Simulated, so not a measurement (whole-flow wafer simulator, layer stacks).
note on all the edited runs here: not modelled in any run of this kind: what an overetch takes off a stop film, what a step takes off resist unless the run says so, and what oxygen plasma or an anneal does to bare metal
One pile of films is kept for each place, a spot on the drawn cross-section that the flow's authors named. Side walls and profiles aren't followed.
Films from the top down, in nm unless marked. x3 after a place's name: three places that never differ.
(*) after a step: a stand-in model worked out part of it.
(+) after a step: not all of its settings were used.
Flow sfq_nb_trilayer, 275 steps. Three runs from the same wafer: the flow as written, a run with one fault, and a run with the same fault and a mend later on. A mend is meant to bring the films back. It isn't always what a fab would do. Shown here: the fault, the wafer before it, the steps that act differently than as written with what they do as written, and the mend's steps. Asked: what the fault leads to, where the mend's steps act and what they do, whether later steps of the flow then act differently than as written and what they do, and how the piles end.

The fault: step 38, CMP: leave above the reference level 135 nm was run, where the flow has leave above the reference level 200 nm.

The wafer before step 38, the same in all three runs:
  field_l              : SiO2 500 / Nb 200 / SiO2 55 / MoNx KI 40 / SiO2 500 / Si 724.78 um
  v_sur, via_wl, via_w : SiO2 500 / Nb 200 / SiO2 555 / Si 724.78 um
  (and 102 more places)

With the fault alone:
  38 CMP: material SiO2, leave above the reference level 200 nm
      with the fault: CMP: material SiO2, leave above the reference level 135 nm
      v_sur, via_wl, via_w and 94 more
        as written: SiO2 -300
        with the fault: SiO2 -365
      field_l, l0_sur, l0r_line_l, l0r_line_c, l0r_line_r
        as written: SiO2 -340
        with the fault: SiO2 -405
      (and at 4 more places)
  Later steps of the flow that act differently than as written (4 more steps differ only slightly, by at most 2% or 0.5 nm, whichever is larger, and aren't shown):
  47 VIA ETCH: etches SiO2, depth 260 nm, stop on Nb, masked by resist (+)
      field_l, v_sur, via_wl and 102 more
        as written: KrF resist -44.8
        with the fault: KrF resist -34.9
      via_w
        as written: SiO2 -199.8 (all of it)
        with the fault: SiO2 -134.8 (all of it)
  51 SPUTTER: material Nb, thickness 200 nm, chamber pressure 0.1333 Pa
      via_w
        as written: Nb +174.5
        with the fault: Nb +187.7
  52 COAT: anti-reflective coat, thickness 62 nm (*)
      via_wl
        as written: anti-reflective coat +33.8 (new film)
        with the fault: anti-reflective coat +36.5 (new film)
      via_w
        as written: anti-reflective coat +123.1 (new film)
        with the fault: anti-reflective coat +108.4 (new film)
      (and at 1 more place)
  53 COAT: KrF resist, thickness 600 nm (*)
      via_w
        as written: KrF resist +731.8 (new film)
        with the fault: KrF resist +678.8 (new film)
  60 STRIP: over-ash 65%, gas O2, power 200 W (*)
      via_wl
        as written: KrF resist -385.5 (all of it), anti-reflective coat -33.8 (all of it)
        with the fault: KrF resist -390.9 (all of it), anti-reflective coat -36.5 (all of it)
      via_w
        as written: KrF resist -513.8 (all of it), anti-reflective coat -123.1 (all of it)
        with the fault: KrF resist -461 (all of it), anti-reflective coat -108.4 (all of it)
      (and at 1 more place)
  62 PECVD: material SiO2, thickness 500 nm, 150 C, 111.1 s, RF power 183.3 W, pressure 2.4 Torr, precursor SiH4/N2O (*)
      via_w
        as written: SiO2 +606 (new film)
        with the fault: SiO2 +503.4 (new film)
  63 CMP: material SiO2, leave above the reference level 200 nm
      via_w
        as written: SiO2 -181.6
        with the fault: SiO2 -157.1
  At the end the piles differ from the flow's by more than 2% or 0.5 nm, whichever is larger, at field_l, v_sur, via_wl and 102 more.
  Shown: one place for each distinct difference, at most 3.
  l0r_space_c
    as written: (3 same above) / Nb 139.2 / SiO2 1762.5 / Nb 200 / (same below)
    with the fault: (3 same above) / Nb 139.2 / SiO2 1697.5 / Nb 200 / (same below)
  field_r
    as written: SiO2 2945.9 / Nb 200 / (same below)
    with the fault: SiO2 2880.9 / Nb 200 / (same below)
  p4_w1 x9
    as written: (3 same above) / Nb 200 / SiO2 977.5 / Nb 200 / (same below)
    with the fault: (3 same above) / Nb 200 / SiO2 912.5 / Nb 200 / (same below)

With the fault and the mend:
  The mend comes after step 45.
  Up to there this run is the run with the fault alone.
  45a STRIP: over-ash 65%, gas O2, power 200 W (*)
      field_l, v_sur, via_wl and 102 more
        KrF resist -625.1 (all of it), anti-reflective coat -62 (all of it)
      via_w
        anti-reflective coat -62 (all of it)
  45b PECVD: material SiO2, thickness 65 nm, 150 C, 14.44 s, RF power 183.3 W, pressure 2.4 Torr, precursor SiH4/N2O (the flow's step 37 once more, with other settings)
      field_l, v_sur, via_wl and 103 more
        SiO2 +65
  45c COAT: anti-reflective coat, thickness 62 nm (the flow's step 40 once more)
      field_l, v_sur, via_wl and 103 more
        anti-reflective coat +62 (new film)
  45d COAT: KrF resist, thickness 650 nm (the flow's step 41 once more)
      field_l, v_sur, via_wl and 103 more
        KrF resist +650 (new film)
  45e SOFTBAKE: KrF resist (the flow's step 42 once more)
      changes no film at any place that is followed
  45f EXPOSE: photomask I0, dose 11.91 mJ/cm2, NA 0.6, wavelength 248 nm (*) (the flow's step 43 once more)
      changes no film at any place that is followed
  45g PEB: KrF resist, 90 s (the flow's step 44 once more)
      field_l, v_sur, via_wl and 103 more
        KrF resist -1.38
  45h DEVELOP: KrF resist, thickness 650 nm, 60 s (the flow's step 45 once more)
      field_l, v_sur, via_wl and 102 more
        KrF resist -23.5
      via_w
        KrF resist -648.6 (all of it)
  No later step of the flow acts differently than as written, at any place that is followed, by more than 2% or 0.5 nm, whichever is larger.
  At the end the piles differ from the flow's only slightly at the places that both follow, by at most 2% or 0.5 nm, whichever is larger.
